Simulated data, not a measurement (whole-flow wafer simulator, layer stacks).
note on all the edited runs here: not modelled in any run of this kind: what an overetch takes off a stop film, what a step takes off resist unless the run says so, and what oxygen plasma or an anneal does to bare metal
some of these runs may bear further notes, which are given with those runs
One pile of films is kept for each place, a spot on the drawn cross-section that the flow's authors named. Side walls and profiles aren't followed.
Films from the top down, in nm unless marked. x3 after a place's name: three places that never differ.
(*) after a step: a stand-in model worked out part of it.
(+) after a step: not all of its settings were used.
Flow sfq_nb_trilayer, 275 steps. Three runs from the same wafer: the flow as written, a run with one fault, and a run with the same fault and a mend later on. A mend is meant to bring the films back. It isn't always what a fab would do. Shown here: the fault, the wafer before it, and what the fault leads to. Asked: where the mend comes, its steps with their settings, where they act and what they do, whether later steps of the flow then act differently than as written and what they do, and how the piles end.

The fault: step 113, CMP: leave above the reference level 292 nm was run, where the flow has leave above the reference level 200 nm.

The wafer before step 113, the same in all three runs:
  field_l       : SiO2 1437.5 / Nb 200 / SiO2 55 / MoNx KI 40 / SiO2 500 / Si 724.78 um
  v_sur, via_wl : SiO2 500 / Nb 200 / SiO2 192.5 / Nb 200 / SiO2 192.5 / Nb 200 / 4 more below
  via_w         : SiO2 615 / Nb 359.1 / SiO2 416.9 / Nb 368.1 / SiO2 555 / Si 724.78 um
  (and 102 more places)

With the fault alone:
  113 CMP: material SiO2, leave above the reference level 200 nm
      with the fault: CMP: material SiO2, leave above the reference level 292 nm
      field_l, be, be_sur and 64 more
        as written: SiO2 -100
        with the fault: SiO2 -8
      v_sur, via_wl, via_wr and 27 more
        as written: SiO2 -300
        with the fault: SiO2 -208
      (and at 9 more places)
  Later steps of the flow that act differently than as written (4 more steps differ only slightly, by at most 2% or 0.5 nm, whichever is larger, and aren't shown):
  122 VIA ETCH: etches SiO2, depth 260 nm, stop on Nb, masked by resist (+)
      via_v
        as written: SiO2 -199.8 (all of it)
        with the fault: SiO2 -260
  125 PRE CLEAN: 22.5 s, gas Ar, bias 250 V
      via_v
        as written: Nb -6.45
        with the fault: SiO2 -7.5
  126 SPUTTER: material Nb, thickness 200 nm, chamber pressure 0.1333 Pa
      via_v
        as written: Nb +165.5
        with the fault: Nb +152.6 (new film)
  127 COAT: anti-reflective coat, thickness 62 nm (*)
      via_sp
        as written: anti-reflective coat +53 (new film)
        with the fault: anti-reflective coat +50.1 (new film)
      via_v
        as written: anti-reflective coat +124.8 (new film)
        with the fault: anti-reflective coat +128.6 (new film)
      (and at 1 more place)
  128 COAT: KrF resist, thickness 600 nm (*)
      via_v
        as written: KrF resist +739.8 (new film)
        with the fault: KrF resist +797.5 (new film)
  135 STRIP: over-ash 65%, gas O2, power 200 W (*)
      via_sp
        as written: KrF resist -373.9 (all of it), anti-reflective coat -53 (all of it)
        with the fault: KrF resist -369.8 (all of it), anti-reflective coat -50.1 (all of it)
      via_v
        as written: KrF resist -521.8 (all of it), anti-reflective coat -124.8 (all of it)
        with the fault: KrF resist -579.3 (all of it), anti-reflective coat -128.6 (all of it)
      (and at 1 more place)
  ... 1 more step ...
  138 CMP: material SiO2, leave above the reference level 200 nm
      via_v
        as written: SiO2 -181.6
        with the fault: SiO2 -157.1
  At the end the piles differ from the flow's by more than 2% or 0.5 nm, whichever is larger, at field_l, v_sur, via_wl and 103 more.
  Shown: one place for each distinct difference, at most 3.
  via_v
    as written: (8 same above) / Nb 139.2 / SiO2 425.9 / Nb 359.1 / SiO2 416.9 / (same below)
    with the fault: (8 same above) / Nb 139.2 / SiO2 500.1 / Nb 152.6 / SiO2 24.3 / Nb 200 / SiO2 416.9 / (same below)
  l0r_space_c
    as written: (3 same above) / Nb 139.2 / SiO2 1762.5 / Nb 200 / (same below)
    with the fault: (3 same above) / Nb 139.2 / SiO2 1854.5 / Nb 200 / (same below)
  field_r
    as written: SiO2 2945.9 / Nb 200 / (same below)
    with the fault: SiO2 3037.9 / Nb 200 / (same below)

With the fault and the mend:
  The mend comes after step 114.
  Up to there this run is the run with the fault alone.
  114a CMP: material SiO2, leave above the reference level 200 nm (the flow's step 113 once more)
      field_l, v_sur, via_wl and 103 more
        SiO2 -92
  No later step of the flow acts differently than as written at any place that is followed.
  At the end the piles are the same as the flow's at every place that both follow.
